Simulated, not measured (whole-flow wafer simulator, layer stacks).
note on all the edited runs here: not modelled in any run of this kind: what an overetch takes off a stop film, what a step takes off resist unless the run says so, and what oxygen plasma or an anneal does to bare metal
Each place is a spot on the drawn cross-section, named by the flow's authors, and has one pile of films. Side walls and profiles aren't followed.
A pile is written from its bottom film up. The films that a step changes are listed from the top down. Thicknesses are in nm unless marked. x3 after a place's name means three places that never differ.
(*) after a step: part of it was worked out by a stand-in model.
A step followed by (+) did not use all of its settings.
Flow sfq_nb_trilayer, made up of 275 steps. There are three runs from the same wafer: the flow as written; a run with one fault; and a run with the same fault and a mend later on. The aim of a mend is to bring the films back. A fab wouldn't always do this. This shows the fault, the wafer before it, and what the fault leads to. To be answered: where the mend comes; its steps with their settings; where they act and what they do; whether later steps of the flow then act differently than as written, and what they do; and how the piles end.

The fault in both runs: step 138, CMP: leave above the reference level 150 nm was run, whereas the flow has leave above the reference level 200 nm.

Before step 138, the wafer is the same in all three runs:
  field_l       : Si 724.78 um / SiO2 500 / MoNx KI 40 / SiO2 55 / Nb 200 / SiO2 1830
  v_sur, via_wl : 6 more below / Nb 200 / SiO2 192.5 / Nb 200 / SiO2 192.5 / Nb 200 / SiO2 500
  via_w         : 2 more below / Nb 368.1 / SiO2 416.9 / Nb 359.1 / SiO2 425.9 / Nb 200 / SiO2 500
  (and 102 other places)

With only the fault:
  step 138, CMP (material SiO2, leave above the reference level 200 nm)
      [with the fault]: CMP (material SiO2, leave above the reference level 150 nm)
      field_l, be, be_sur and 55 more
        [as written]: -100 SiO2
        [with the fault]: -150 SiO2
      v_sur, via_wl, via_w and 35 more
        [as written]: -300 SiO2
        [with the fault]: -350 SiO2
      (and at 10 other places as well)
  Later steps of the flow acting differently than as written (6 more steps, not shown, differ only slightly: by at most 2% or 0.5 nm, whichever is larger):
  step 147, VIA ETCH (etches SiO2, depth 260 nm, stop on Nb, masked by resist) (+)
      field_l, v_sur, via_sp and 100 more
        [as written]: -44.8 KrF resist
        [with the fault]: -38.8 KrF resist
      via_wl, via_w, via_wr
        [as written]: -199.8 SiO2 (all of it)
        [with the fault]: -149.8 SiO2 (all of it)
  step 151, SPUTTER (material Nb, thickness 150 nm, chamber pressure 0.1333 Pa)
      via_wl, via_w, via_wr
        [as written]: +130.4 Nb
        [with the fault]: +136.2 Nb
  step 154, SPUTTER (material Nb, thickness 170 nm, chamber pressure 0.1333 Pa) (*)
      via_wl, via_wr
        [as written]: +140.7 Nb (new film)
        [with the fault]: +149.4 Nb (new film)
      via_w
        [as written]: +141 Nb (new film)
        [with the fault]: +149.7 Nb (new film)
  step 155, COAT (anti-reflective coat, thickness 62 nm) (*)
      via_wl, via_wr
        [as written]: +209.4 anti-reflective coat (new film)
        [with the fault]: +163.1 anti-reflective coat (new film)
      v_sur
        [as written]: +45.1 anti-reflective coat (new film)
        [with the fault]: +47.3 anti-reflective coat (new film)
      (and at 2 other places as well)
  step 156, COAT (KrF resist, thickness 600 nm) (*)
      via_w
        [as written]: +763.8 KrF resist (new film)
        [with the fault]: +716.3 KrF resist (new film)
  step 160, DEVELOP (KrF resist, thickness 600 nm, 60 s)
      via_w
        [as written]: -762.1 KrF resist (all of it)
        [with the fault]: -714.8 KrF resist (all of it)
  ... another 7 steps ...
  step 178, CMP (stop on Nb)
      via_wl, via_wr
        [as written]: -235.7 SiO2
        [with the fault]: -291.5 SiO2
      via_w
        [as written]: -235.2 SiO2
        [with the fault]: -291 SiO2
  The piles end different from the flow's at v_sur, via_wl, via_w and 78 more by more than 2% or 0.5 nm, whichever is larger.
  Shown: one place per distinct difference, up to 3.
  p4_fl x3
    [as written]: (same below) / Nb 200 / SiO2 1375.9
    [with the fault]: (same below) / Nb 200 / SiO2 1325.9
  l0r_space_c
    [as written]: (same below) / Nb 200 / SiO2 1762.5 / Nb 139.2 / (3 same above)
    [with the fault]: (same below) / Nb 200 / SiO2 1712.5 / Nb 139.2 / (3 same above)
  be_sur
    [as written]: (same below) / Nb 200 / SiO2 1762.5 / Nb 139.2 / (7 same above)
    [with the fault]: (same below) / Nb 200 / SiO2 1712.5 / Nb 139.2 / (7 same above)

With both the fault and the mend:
  The mend stands after step 145.
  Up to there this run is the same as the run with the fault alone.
  step 145a, STRIP (over-ash 65%, gas O2, power 200 W) (*)
      field_l, v_sur, via_sp and 100 more
        -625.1 KrF resist (all of it), -62 anti-reflective coat (all of it)
      via_wl, via_w, via_wr
        -62 anti-reflective coat (all of it)
  step 145b, PECVD (material SiO2, thickness 50 nm, 150 C, 11.11 s, RF power 183.3 W, pressure 2.4 Torr, precursor SiH4/N2O) (the flow's step 137 again, with other settings)
      field_l, v_sur, via_wl and 103 more
        +50 SiO2
  step 145c, COAT (anti-reflective coat, thickness 62 nm) (the flow's step 140 again)
      field_l, v_sur, via_wl and 103 more
        +62 anti-reflective coat (new film)
  step 145d, COAT (KrF resist, thickness 650 nm) (the flow's step 141 again)
      field_l, v_sur, via_wl and 103 more
        +650 KrF resist (new film)
  step 145e, SOFTBAKE (KrF resist) (the flow's step 142 again)
      does not change any film at any place that is followed
  step 145f, EXPOSE (photomask I4, dose 11.93 mJ/cm2, NA 0.6, wavelength 248 nm) (*) (the flow's step 143 again)
      does not change any film at any place that is followed
  step 145g, PEB (KrF resist, 90 s) (the flow's step 144 again)
      field_l, v_sur, via_wl and 103 more
        -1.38 KrF resist
  step 145h, DEVELOP (KrF resist, thickness 650 nm, 60 s) (the flow's step 145 again)
      field_l, v_sur, via_sp and 100 more
        -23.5 KrF resist
      via_wl, via_w, via_wr
        -648.6 KrF resist (all of it)
  Later steps of the flow that are run all act as written at every place that is followed, up to a difference of at most 2% or 0.5 nm, whichever is larger.
  The piles end only slightly different from the flow's at the places that both follow, by no more than 2% or 0.5 nm, whichever is larger.
